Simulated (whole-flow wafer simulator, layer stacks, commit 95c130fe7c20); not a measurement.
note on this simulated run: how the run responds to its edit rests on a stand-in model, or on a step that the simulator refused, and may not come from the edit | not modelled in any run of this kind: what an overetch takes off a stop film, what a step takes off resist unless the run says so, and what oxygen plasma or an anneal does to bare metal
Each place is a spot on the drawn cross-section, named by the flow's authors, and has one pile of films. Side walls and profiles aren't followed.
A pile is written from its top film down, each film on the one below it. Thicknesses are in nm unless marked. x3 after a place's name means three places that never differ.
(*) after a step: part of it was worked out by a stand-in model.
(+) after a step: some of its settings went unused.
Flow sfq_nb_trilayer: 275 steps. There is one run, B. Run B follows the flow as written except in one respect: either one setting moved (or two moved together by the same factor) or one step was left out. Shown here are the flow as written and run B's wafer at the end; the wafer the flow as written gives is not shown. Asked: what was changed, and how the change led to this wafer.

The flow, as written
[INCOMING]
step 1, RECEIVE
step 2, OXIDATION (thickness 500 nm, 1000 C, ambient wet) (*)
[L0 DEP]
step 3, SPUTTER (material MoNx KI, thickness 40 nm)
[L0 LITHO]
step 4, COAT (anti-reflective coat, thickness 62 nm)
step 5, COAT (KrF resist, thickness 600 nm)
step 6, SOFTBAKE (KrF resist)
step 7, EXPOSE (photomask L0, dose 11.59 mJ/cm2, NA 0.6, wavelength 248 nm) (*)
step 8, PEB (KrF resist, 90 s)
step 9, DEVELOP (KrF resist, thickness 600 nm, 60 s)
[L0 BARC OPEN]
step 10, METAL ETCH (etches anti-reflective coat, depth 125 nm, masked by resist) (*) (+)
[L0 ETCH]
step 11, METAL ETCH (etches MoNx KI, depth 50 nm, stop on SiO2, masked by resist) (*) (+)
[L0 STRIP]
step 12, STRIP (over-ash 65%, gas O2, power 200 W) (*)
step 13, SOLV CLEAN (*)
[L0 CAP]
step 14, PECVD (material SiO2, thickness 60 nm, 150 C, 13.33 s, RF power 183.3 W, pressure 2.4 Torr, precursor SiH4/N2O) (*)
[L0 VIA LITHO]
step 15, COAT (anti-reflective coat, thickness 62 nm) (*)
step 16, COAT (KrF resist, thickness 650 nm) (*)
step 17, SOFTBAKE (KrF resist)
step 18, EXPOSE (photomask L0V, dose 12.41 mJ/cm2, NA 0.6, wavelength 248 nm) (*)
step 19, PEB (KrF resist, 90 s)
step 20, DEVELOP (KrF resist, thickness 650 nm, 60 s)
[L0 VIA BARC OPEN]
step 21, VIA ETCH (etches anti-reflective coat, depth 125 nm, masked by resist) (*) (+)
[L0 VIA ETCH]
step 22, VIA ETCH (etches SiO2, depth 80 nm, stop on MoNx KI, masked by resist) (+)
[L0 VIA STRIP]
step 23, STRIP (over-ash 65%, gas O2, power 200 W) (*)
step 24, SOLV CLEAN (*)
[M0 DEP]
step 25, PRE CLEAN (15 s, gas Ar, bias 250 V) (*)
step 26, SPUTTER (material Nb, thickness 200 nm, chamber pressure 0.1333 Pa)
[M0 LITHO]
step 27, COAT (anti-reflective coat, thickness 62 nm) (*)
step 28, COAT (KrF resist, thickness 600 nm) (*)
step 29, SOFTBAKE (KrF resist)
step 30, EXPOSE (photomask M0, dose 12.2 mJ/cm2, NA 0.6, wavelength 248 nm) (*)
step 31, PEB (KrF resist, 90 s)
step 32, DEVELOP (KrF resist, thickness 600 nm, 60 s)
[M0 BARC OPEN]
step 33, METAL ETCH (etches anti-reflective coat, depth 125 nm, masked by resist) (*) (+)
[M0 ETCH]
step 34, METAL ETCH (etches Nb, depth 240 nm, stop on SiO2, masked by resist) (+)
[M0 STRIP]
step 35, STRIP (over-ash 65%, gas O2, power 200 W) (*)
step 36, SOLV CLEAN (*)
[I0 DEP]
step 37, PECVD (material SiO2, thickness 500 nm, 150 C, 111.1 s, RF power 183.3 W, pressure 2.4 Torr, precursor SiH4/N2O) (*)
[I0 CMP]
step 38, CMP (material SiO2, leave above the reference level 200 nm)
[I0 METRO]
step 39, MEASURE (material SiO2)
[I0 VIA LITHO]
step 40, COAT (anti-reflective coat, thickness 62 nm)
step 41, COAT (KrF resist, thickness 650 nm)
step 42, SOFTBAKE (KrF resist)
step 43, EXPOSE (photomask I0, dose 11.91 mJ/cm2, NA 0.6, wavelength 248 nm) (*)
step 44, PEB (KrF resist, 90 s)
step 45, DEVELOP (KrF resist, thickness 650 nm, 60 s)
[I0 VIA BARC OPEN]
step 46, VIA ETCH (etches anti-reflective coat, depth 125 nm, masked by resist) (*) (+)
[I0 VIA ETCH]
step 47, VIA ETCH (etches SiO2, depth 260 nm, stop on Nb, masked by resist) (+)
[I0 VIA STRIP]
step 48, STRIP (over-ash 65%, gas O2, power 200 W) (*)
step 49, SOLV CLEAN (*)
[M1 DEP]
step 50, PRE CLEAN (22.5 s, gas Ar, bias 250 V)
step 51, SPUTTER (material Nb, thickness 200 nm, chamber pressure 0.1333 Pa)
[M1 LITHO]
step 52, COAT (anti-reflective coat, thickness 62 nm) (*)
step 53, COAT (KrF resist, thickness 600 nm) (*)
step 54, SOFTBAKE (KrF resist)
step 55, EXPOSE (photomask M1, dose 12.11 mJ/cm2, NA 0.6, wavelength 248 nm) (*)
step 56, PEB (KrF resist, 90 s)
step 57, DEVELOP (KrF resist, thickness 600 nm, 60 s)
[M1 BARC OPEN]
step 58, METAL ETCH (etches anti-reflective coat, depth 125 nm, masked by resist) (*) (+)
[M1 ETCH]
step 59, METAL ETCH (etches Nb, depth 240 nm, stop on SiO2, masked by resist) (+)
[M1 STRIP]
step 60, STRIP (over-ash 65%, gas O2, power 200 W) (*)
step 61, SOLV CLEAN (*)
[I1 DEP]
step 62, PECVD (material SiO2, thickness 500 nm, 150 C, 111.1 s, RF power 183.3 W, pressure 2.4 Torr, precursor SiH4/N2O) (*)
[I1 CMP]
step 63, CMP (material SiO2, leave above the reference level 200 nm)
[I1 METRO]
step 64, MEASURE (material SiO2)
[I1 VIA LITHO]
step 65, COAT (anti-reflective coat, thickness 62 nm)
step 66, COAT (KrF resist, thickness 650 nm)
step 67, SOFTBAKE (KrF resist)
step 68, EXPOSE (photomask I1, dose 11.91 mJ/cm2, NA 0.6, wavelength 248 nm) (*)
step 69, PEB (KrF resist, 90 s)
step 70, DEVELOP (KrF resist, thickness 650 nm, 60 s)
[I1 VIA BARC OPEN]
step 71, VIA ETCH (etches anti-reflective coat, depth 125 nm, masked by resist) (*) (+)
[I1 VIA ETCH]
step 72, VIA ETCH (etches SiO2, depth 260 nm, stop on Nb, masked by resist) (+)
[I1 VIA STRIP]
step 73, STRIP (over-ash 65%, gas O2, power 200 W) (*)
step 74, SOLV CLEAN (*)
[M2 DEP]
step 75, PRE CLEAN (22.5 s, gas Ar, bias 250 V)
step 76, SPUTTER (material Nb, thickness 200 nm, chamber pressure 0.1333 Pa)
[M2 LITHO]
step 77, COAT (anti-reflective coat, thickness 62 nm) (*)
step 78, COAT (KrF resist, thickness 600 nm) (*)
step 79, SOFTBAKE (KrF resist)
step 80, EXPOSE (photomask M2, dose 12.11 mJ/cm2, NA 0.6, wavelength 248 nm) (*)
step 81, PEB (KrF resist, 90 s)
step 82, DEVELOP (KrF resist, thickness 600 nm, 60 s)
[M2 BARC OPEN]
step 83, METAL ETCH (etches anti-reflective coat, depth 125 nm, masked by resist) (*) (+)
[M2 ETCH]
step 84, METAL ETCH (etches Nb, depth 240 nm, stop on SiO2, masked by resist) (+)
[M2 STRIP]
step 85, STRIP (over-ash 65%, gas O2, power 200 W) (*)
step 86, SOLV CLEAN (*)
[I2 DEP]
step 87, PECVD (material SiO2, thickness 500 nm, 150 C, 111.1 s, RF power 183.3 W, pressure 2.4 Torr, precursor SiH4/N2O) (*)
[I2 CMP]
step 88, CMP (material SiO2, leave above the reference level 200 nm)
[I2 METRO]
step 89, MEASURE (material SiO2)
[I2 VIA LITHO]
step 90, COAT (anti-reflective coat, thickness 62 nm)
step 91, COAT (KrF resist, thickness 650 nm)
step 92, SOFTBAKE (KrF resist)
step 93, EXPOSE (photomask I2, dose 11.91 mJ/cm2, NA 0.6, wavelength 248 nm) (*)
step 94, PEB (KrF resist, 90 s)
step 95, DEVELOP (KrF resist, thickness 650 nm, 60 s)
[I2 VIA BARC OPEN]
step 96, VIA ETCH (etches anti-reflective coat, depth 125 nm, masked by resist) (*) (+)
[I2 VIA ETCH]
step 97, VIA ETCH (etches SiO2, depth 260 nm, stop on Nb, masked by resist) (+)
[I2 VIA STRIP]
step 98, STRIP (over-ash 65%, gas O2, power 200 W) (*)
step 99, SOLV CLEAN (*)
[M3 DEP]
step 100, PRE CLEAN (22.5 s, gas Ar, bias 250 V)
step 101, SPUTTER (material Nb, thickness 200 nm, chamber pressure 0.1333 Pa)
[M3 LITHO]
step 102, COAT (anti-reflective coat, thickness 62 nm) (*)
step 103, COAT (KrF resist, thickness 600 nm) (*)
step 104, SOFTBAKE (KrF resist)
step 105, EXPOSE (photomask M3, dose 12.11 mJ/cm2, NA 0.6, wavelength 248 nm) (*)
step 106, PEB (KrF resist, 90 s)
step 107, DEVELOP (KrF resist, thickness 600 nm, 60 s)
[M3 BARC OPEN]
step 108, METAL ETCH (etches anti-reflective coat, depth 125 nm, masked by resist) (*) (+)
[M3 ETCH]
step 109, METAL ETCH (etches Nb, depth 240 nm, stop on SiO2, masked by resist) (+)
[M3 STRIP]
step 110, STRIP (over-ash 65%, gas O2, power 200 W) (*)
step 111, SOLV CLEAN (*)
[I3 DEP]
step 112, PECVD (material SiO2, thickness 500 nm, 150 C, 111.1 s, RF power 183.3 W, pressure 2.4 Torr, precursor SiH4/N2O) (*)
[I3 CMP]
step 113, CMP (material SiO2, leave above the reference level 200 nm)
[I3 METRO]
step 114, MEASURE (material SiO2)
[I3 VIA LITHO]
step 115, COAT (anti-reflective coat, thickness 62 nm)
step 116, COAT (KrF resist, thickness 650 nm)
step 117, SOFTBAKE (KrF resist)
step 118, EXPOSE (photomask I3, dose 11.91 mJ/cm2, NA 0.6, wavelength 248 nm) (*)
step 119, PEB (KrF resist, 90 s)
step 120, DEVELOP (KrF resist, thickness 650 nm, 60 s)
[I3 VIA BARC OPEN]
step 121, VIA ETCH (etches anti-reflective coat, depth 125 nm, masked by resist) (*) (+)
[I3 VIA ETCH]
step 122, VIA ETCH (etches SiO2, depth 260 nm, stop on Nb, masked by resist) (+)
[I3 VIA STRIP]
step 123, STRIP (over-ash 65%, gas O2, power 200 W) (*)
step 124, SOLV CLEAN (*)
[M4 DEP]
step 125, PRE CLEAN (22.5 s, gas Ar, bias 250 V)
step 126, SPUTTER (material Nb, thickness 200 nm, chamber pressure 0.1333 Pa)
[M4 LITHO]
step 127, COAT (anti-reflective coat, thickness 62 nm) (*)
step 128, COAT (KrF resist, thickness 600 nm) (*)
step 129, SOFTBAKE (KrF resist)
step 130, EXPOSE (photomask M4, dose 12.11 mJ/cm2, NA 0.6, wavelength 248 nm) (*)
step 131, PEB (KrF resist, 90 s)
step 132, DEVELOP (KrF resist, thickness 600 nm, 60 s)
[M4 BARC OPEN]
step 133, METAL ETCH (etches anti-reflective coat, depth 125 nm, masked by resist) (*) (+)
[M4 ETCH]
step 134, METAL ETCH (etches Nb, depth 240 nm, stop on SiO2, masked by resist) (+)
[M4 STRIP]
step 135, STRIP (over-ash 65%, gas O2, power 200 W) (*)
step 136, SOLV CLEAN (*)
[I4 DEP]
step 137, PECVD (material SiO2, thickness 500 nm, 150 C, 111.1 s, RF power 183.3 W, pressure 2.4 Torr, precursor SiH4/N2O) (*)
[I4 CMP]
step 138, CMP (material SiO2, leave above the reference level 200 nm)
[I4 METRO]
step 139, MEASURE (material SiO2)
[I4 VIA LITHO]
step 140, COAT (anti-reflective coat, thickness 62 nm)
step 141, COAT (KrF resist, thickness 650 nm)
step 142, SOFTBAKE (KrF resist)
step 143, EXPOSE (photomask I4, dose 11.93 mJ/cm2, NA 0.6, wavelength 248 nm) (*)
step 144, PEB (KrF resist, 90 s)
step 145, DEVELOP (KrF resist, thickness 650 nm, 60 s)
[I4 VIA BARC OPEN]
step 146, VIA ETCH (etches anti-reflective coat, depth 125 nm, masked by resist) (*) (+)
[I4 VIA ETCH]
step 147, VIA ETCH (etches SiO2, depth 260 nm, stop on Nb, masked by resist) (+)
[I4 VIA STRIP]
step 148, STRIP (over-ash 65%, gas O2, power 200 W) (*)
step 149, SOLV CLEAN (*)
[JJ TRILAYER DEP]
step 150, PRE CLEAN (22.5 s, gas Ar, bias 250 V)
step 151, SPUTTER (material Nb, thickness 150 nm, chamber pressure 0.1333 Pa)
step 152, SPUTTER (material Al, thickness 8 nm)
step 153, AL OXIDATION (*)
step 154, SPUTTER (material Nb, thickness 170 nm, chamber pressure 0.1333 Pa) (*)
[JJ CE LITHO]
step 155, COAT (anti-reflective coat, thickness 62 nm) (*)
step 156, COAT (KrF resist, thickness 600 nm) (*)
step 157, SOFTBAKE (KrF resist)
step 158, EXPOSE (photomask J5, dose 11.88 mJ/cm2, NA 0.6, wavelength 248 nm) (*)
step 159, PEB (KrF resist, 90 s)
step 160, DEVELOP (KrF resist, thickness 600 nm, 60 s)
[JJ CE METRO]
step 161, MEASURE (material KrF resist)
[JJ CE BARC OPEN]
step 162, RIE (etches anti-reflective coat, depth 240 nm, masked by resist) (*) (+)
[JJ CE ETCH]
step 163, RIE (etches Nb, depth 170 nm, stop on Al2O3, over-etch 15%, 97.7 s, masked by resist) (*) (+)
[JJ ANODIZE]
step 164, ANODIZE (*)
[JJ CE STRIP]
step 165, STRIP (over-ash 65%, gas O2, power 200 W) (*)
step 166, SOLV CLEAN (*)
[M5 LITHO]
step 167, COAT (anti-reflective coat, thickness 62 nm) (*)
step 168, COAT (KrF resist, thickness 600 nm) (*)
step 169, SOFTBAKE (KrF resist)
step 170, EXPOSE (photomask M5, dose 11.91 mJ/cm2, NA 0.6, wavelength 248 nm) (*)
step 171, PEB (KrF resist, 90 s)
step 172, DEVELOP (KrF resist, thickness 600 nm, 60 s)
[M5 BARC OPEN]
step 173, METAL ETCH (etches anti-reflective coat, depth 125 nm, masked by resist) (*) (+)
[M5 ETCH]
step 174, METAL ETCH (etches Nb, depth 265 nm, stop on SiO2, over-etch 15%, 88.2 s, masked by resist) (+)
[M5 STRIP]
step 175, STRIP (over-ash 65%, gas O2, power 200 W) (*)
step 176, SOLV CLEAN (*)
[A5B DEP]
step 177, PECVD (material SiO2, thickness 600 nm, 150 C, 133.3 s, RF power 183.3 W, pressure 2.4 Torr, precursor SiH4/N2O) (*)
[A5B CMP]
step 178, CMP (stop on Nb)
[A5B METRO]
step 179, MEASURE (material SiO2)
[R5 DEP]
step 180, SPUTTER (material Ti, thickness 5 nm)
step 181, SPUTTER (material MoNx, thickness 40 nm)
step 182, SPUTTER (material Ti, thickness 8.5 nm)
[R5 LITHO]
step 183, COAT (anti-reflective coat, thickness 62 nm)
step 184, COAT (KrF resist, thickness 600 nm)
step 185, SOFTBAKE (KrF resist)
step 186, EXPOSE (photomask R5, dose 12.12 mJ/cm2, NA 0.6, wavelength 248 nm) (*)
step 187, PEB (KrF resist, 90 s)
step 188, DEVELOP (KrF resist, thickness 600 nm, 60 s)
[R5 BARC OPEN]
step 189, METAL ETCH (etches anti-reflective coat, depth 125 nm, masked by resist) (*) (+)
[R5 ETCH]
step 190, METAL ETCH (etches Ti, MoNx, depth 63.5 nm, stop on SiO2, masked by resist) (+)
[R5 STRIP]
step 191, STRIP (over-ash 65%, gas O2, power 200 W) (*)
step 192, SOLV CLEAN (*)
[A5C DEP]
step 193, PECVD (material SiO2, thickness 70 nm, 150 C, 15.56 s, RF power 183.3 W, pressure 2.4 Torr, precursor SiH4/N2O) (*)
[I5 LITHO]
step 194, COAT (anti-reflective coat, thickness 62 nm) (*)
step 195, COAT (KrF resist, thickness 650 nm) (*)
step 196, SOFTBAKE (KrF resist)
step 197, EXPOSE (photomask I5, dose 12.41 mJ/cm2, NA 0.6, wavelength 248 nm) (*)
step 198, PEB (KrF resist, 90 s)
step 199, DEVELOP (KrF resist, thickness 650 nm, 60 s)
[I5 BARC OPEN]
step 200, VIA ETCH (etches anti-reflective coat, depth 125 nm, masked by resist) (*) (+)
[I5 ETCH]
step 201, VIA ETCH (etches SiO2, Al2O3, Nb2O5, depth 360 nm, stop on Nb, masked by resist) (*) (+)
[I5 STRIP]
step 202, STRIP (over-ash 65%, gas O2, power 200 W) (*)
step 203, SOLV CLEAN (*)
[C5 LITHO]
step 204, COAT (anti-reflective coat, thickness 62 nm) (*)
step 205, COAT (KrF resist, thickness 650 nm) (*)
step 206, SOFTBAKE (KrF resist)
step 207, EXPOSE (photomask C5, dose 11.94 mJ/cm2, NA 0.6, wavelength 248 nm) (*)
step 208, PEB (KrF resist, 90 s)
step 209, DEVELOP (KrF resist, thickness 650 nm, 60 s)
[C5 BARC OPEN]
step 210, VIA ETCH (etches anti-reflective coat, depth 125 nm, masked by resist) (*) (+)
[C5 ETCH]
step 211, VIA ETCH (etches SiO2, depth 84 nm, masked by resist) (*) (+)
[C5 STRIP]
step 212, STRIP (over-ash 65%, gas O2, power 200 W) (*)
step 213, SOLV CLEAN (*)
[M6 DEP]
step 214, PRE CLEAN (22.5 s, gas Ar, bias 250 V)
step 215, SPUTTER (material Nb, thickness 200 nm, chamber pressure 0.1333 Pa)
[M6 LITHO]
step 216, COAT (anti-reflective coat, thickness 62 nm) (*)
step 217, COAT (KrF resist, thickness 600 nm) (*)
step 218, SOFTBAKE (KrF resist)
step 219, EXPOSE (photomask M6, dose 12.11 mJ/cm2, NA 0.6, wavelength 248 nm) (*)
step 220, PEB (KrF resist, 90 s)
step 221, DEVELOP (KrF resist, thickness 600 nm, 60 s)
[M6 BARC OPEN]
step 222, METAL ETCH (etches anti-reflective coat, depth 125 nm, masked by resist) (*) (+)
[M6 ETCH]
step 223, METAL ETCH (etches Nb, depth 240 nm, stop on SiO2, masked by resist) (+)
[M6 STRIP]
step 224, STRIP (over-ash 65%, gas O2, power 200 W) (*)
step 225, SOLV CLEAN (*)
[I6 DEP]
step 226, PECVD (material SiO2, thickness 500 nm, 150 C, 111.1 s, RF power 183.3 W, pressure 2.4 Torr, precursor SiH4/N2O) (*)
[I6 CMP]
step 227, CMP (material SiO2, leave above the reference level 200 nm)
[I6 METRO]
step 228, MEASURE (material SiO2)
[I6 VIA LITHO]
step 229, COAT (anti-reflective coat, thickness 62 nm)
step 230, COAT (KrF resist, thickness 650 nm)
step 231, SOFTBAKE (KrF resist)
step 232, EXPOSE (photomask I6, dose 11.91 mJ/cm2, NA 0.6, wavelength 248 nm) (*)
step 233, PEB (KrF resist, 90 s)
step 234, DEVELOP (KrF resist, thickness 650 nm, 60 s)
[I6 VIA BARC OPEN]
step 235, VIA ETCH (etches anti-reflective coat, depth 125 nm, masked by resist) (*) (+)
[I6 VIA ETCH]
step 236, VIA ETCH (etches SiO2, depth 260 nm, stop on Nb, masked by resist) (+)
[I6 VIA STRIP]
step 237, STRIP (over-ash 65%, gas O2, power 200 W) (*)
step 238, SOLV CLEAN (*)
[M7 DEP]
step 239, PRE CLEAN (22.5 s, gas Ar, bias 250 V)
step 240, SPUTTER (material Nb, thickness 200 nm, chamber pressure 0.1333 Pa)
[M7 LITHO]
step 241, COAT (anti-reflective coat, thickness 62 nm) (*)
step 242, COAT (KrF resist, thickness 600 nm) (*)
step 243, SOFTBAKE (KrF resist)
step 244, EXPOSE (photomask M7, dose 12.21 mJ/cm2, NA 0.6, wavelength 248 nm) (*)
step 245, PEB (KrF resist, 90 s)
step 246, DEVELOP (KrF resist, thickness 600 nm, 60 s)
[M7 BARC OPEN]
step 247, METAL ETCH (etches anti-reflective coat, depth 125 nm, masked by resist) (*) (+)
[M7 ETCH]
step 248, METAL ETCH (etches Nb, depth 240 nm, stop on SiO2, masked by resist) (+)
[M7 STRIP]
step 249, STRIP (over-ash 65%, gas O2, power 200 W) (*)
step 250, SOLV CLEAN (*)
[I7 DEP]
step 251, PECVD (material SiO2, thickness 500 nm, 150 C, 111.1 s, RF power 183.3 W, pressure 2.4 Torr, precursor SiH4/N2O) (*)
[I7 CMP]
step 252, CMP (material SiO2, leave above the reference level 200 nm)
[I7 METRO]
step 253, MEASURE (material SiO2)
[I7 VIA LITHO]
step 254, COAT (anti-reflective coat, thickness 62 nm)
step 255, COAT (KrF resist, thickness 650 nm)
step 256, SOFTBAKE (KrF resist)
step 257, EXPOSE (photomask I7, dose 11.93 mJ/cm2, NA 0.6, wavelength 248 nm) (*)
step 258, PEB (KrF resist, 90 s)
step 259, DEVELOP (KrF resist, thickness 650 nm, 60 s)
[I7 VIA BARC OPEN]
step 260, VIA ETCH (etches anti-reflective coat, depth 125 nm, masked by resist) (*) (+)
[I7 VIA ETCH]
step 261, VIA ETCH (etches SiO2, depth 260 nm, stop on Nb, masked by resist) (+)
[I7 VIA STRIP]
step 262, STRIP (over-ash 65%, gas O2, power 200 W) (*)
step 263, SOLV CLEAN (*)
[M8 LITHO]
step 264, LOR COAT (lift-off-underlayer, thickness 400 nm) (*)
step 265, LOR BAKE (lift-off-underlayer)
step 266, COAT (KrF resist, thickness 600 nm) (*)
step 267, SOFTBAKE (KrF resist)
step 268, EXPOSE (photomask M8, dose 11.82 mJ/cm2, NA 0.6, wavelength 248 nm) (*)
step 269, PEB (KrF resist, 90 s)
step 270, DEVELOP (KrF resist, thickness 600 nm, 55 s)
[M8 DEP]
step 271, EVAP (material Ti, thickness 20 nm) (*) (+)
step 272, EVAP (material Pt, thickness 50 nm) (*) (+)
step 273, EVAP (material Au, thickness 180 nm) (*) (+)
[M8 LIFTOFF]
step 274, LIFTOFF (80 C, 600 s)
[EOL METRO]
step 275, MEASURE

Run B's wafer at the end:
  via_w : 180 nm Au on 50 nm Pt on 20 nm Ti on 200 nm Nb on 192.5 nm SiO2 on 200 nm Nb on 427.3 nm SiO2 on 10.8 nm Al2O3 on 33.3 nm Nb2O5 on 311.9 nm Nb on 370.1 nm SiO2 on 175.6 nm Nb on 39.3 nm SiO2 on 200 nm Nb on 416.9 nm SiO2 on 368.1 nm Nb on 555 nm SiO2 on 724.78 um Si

Cause: step 97, VIA ETCH: depth 153 nm was run, whereas the flow has depth 260 nm.

The path from the change to this, step by step:
  step 97, VIA ETCH (etches SiO2, depth 260 nm, stop on Nb, masked by resist) (+)
      via_w: -153 SiO2 (it would be, as written: -199.8 SiO2 (all of it))
      field_l, v_sur, via_wl and 102 more: -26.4 KrF resist (it would be, as written: -44.8 KrF resist)
  step 98, STRIP (over-ash 65%, gas O2, power 200 W) (*)
      field_l, v_sur, via_wl and 102 more: -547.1 KrF resist (all of it), -62 anti-reflective coat (all of it) (it would be, as written: -528.6 KrF resist (all of it), -62 anti-reflective coat (all of it))
  step 100, PRE CLEAN (22.5 s, gas Ar, bias 250 V)
      via_w: -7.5 SiO2 (it would be, as written: -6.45 Nb)
  step 101, SPUTTER (material Nb, thickness 200 nm, chamber pressure 0.1333 Pa)
      via_w: +175.6 Nb (new film) (it would be, as written: +165.5 Nb)
  step 102, COAT (anti-reflective coat, thickness 62 nm) (*)
      via_w: +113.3 anti-reflective coat (new film) (it would be, as written: +124.8 anti-reflective coat (new film))
  step 103, COAT (KrF resist, thickness 600 nm) (*)
      via_w: +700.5 KrF resist (new film) (it would be, as written: +737.9 KrF resist (new film))
  step 110, STRIP (over-ash 65%, gas O2, power 200 W) (*)
      via_w: -482.6 KrF resist (all of it), -113.3 anti-reflective coat (all of it) (it would be, as written: -520 KrF resist (all of it), -124.8 anti-reflective coat (all of it))
  step 112, PECVD (material SiO2, thickness 500 nm, 150 C, 111.1 s, RF power 183.3 W, pressure 2.4 Torr, precursor SiH4/N2O) (*)
      via_w: +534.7 SiO2 (new film) (it would be, as written: +615 SiO2 (new film))
  step 113, CMP (material SiO2, leave above the reference level 200 nm)
      via_w: -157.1 SiO2 (it would be, as written: -181.6 SiO2)
If metal films that touch count as one body, via_w has 6 bodies (between them, from the top down: SiO2 192.5; SiO2 427.3 / Al2O3 10.8 / Nb2O5 33.3; SiO2 370.1; SiO2 39.3; SiO2 416.9); the flow as written gives 5 bodies (between them, from the top down: SiO2 192.5; SiO2 427.3 / Al2O3 10.8 / Nb2O5 33.3; SiO2 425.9; SiO2 416.9).
